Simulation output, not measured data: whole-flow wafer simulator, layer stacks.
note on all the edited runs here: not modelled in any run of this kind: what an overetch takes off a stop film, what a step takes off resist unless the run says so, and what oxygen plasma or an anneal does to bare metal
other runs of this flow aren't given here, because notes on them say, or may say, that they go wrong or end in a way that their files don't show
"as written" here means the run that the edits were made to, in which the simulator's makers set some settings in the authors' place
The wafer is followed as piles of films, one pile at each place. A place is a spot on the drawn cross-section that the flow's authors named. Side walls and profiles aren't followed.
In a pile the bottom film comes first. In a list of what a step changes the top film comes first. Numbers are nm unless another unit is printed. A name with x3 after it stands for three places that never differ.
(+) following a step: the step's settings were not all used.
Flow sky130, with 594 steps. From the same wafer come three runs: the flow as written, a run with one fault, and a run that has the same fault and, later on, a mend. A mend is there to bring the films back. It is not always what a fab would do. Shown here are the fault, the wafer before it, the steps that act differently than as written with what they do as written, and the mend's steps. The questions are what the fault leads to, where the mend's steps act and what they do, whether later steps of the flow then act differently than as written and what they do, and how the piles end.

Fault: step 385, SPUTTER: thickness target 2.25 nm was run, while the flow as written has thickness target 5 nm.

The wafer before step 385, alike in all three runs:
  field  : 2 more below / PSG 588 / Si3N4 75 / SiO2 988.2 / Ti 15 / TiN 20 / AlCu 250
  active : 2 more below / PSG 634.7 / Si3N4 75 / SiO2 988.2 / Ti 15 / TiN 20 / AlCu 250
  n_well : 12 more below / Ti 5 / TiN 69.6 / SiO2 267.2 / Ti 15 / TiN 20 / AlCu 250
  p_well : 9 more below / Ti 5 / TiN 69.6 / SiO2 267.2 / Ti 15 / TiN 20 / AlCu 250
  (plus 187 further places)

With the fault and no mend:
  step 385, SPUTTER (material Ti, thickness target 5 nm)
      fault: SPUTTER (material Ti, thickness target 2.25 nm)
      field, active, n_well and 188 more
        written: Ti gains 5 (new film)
        fault: Ti gains 2.25 (new film)
  Steps later in the flow that act otherwise than as written (not shown: 12 more steps that differ only slightly, by at most 2% or 0.5 nm, whichever is larger):
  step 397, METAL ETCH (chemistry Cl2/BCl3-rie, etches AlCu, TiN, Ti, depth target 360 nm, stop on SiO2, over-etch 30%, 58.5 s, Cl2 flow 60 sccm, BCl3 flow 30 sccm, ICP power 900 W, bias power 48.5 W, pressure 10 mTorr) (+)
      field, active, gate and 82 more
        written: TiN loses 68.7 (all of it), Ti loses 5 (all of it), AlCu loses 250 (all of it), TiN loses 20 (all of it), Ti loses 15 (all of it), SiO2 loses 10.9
        fault: TiN loses 68.7 (all of it), Ti loses 2.25 (all of it), AlCu loses 250 (all of it), TiN loses 20 (all of it), Ti loses 15 (all of it), SiO2 loses 11.2
  By the end, the piles at n_well, p_well, gate_hv and 103 more depart from the flow's by more than 2% or 0.5 nm, whichever is larger.
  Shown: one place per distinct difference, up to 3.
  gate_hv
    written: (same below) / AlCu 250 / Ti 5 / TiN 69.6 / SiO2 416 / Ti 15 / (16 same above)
    fault: (same below) / AlCu 250 / Ti 2.25 / TiN 69.6 / SiO2 418.8 / Ti 15 / (16 same above)
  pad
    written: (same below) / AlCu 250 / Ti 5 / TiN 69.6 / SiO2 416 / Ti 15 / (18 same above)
    fault: (same below) / AlCu 250 / Ti 2.25 / TiN 69.6 / SiO2 418.8 / Ti 15 / (18 same above)
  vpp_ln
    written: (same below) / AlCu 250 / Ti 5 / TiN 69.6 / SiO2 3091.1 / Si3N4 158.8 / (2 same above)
    fault: (same below) / AlCu 250 / Ti 2.25 / TiN 69.6 / SiO2 3093.9 / Si3N4 158.8 / (2 same above)

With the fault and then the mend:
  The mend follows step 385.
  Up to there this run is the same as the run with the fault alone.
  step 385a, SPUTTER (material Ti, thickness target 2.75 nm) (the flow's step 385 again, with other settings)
      field, active, n_well and 188 more
        Ti gains 2.75
  Every later step of the flow that is run acts as written at every place that is followed.
  At every place that both follow, the piles at the end match the flow's.
